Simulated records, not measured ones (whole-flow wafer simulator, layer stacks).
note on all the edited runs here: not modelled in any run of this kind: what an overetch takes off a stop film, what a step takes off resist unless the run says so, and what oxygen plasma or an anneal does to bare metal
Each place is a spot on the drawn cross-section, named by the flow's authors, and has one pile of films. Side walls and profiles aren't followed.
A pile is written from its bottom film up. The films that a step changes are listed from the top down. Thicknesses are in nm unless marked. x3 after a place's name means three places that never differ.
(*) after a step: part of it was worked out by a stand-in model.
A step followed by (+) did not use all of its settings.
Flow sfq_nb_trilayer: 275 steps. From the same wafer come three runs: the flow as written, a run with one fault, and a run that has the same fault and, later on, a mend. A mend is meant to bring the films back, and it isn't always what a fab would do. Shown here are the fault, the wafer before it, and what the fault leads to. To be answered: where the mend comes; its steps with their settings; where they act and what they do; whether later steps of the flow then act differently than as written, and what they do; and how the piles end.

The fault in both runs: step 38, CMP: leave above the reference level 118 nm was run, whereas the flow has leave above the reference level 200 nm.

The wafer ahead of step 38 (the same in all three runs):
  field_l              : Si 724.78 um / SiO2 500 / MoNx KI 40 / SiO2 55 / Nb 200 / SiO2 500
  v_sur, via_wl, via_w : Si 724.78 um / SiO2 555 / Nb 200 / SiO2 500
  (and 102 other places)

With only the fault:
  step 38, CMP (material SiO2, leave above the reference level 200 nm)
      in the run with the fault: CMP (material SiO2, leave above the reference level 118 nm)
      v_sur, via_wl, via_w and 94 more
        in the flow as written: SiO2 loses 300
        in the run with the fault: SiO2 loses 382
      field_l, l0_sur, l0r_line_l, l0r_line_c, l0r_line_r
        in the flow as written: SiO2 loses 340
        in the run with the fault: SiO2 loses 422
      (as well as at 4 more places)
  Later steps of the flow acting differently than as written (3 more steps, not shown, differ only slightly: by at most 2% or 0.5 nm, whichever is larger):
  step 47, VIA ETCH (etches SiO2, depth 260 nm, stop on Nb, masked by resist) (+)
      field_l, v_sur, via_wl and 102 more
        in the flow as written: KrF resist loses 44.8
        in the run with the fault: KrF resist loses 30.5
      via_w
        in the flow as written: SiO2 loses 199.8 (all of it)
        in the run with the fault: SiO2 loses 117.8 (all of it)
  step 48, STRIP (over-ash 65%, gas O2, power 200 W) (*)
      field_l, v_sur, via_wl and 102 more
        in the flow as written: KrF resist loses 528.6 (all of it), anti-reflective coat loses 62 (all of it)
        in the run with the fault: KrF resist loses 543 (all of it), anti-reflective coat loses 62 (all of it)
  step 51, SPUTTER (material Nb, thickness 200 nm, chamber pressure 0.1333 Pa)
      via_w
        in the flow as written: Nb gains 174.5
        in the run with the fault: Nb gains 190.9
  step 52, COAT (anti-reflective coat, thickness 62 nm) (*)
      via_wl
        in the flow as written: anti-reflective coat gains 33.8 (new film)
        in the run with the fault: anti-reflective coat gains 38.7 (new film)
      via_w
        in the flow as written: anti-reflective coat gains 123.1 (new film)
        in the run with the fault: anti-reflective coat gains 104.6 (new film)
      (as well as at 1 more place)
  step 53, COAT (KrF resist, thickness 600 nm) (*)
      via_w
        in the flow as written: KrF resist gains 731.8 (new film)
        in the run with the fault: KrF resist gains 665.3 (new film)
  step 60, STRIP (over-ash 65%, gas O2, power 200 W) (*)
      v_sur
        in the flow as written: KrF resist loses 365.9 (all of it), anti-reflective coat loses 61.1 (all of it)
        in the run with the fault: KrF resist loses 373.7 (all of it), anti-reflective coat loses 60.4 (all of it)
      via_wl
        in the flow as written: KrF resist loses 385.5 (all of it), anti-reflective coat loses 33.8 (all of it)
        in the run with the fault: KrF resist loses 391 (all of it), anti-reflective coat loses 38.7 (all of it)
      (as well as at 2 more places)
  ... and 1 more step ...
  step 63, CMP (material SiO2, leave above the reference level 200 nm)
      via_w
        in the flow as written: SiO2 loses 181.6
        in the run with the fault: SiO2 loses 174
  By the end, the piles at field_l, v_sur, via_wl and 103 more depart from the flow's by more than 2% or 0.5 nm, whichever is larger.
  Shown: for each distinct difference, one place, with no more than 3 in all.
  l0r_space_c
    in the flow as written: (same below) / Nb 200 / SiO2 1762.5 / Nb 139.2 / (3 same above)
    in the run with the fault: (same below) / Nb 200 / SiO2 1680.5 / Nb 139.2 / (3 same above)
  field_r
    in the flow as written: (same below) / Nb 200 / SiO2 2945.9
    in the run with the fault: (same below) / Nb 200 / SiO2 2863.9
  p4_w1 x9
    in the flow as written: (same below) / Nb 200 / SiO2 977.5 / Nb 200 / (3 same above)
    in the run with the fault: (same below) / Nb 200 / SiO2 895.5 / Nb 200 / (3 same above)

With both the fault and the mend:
  The mend follows step 39.
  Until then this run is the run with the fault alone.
  step 39a, PECVD (material SiO2, thickness 82 nm, 150 C, 18.22 s, RF power 183.3 W, pressure 2.4 Torr, precursor SiH4/N2O) (the flow's step 37, run once more with other settings)
      field_l, v_sur, via_wl and 103 more
        SiO2 gains 82
  Later steps of the flow that are run all act as written at every place that is followed, up to a difference of at most 2% or 0.5 nm, whichever is larger.
  The piles end only slightly different from the flow's at the places that both follow, by no more than 2% or 0.5 nm, whichever is larger.
